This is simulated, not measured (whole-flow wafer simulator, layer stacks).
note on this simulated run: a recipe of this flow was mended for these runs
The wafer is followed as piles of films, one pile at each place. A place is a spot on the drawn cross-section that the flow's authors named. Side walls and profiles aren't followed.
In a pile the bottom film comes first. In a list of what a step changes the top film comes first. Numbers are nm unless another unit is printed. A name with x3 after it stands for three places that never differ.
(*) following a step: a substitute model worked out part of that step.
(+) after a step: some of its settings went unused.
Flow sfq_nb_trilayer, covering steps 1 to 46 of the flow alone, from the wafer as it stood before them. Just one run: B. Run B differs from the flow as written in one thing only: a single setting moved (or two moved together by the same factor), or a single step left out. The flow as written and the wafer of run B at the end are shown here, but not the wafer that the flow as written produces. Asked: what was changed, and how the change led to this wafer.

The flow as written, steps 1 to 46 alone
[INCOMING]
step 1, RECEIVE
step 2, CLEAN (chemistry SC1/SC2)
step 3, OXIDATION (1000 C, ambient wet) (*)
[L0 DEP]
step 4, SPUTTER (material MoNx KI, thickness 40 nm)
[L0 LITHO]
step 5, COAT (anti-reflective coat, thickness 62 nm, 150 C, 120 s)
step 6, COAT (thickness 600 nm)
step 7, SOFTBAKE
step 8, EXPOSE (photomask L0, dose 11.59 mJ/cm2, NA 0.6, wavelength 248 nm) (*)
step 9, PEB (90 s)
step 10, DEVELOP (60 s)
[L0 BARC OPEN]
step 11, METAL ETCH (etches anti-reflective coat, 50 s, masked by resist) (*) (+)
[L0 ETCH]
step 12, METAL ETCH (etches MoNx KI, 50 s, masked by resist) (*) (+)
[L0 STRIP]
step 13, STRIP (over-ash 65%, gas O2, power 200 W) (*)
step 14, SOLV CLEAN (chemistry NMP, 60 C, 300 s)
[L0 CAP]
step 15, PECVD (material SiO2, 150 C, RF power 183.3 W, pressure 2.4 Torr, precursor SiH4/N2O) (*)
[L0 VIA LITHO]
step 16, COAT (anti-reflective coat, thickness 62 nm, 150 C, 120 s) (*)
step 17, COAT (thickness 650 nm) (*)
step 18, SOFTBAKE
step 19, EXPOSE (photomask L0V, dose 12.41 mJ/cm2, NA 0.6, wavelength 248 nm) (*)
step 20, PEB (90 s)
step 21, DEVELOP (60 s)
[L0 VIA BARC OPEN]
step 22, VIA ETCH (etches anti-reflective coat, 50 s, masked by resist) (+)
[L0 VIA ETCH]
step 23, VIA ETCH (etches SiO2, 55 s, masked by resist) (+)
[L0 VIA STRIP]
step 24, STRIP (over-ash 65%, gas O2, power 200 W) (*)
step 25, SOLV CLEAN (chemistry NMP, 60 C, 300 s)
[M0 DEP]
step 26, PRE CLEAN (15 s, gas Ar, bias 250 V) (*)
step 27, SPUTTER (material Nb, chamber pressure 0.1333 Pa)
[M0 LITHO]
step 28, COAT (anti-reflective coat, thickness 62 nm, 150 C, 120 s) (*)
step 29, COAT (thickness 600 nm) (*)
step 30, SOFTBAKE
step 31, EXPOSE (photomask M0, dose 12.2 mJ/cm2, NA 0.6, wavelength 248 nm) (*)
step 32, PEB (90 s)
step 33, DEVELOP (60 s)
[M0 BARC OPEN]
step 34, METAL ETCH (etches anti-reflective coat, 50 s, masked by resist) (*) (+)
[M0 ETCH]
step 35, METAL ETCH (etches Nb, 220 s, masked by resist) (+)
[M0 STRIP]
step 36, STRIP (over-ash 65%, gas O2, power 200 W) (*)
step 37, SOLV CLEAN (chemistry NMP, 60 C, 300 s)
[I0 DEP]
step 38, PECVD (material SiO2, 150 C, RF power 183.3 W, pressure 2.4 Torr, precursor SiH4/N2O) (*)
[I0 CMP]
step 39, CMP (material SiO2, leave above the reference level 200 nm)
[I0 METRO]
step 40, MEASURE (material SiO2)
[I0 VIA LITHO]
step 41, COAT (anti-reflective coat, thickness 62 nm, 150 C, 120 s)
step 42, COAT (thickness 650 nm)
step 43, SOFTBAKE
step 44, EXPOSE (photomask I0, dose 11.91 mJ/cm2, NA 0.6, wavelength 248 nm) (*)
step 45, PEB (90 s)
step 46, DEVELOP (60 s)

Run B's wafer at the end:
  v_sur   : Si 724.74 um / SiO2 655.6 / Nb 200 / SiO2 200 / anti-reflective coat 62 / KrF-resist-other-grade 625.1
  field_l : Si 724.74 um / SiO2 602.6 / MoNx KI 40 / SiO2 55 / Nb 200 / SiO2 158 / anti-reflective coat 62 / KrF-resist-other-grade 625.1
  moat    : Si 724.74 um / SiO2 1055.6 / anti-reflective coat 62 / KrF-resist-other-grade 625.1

Cause: step 3, OXIDATION: 1031 C was run, whereas the flow has 1000 C.

The path from the change to this, step by step:
  step 3, OXIDATION (1000 C, ambient wet) (*)
      field_l, v_sur, via_wl and 103 more: +602.6 SiO2 (new film), -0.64 chemical SiO2 (all of it), -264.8 Si (as written it would have been: +500 SiO2 (new film), -0.64 chemical SiO2 (all of it), -219.7 Si)
